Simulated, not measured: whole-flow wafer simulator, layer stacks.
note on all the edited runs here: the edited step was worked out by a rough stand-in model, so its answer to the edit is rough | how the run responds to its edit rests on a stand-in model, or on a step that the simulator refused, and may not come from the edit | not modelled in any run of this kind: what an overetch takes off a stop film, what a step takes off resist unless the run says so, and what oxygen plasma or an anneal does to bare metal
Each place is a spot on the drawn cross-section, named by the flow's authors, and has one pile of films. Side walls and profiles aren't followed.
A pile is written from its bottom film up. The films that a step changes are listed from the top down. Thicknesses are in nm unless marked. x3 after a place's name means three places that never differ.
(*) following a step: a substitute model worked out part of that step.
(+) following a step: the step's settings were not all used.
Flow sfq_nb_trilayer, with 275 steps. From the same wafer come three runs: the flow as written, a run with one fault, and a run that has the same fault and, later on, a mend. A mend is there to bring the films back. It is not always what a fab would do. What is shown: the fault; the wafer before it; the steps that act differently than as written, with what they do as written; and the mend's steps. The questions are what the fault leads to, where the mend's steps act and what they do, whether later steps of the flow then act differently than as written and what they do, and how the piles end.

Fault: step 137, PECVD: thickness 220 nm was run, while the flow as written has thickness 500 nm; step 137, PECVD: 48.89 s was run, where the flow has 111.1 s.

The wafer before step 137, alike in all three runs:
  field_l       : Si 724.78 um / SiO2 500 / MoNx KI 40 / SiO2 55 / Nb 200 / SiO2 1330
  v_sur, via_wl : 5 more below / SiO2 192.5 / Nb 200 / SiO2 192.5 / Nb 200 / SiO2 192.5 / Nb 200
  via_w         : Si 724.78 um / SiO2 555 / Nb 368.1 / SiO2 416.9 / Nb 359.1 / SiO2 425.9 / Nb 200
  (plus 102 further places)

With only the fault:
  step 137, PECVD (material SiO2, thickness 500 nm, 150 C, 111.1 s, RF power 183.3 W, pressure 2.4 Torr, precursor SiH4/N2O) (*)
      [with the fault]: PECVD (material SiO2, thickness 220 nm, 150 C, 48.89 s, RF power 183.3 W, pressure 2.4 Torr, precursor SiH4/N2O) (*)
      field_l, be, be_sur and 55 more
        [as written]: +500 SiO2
        [with the fault]: +220 SiO2
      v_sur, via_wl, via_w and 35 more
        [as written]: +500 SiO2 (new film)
        [with the fault]: +220 SiO2 (new film)
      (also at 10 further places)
  Steps further on in the flow that do not act as written (18 other steps are not shown; they differ only slightly, by no more than 2% or 0.5 nm, whichever is larger):
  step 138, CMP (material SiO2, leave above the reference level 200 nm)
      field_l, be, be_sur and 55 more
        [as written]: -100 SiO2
        [with the fault]: nothing
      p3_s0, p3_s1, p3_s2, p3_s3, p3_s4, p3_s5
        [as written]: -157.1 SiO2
        [with the fault]: nothing
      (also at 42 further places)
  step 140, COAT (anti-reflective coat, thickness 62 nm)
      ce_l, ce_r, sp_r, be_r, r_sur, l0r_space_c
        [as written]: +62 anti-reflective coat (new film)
        [with the fault]: +64.7 anti-reflective coat (new film)
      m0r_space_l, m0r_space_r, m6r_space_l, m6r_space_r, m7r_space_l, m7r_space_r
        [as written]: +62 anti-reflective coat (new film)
        [with the fault]: +81.3 anti-reflective coat (new film)
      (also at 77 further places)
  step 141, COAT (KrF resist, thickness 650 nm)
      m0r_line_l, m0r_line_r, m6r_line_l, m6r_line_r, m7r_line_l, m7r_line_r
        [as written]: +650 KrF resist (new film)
        [with the fault]: +684.6 KrF resist (new film)
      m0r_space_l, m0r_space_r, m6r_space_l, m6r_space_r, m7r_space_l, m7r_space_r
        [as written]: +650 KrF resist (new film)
        [with the fault]: +673.9 KrF resist (new film)
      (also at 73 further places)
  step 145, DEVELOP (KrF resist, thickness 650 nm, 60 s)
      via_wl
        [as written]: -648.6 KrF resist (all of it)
        [with the fault]: -577.4 KrF resist (all of it)
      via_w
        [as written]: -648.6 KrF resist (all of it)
        [with the fault]: -586.1 KrF resist (all of it)
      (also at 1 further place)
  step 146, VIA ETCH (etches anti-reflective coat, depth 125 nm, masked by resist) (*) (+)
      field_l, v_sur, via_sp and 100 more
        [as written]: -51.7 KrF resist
        [with the fault]: -40.1 KrF resist
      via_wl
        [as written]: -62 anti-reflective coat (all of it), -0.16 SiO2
        [with the fault]: -47.8 anti-reflective coat (all of it), -0.12 SiO2
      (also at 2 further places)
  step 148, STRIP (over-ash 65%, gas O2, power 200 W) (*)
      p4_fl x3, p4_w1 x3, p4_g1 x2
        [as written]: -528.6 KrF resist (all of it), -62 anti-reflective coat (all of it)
        [with the fault]: -540.1 KrF resist (all of it), -62 anti-reflective coat (all of it)
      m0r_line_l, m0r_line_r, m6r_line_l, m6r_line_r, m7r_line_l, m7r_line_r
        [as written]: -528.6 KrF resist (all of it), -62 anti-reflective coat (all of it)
        [with the fault]: -574.6 KrF resist (all of it), -61.8 anti-reflective coat (all of it)
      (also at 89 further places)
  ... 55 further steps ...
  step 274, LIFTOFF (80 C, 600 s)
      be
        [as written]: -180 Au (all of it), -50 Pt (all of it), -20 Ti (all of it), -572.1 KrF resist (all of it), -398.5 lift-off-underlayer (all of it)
        [with the fault]: -180 Au (all of it), -50 Pt (all of it), -20 Ti (all of it), -613.8 KrF resist (all of it), -720.8 lift-off-underlayer (all of it)
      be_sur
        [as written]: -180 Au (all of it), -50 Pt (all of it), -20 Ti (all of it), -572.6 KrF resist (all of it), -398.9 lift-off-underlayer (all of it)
        [with the fault]: -180 Au (all of it), -50 Pt (all of it), -20 Ti (all of it), -587.3 KrF resist (all of it), -366.3 lift-off-underlayer (all of it)
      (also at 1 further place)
  By the end, the piles at via_v, be, be_sur and 38 more depart from the flow's by more than 2% or 0.5 nm, whichever is larger.
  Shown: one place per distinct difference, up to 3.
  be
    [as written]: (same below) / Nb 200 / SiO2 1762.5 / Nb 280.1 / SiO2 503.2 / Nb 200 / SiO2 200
    [with the fault]: (same below) / Nb 200 / SiO2 1582.5 / Nb 124.5 / Nb2O5 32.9 / Al2O3 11 / SiO2 42.3 / Nb 125.9 / SiO2 208.7 / Nb 119.8 / SiO2 312.8
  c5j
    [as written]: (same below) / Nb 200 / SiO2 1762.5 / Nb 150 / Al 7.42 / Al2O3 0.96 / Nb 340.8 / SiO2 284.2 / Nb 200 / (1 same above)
    [with the fault]: (same below) / Nb 200 / SiO2 1582.5 / Nb 150 / Al 7.42 / Al2O3 0.96 / Nb 170 / SiO2 158.4 / Nb 183.3 / SiO2 293.3 / Nb 200 / (1 same above)
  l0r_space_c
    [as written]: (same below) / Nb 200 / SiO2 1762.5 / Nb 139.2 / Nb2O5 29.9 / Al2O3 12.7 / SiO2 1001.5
    [with the fault]: (same below) / Nb 200 / SiO2 1582.5 / Nb 139.2 / Nb2O5 29.9 / Al2O3 12.7 / SiO2 1181.5

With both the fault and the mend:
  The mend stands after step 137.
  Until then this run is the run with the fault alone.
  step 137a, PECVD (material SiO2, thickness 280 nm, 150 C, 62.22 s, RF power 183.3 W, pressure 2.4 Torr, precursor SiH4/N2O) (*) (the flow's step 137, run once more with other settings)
      field_l, v_sur, via_wl and 100 more
        +280 SiO2
      lsp_r, l0_sur, l0v
        +275.7 SiO2
  Steps further on in the flow that do not act as written (4 other steps are not shown; they differ only slightly, by no more than 2% or 0.5 nm, whichever is larger):
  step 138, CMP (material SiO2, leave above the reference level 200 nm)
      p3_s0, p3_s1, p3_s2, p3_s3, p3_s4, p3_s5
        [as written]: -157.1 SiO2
        [with the mend]: -100 SiO2
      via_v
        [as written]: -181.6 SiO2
        [with the mend]: -36.8 SiO2
  By the end, the piles equal the flow's at every place that both follow.
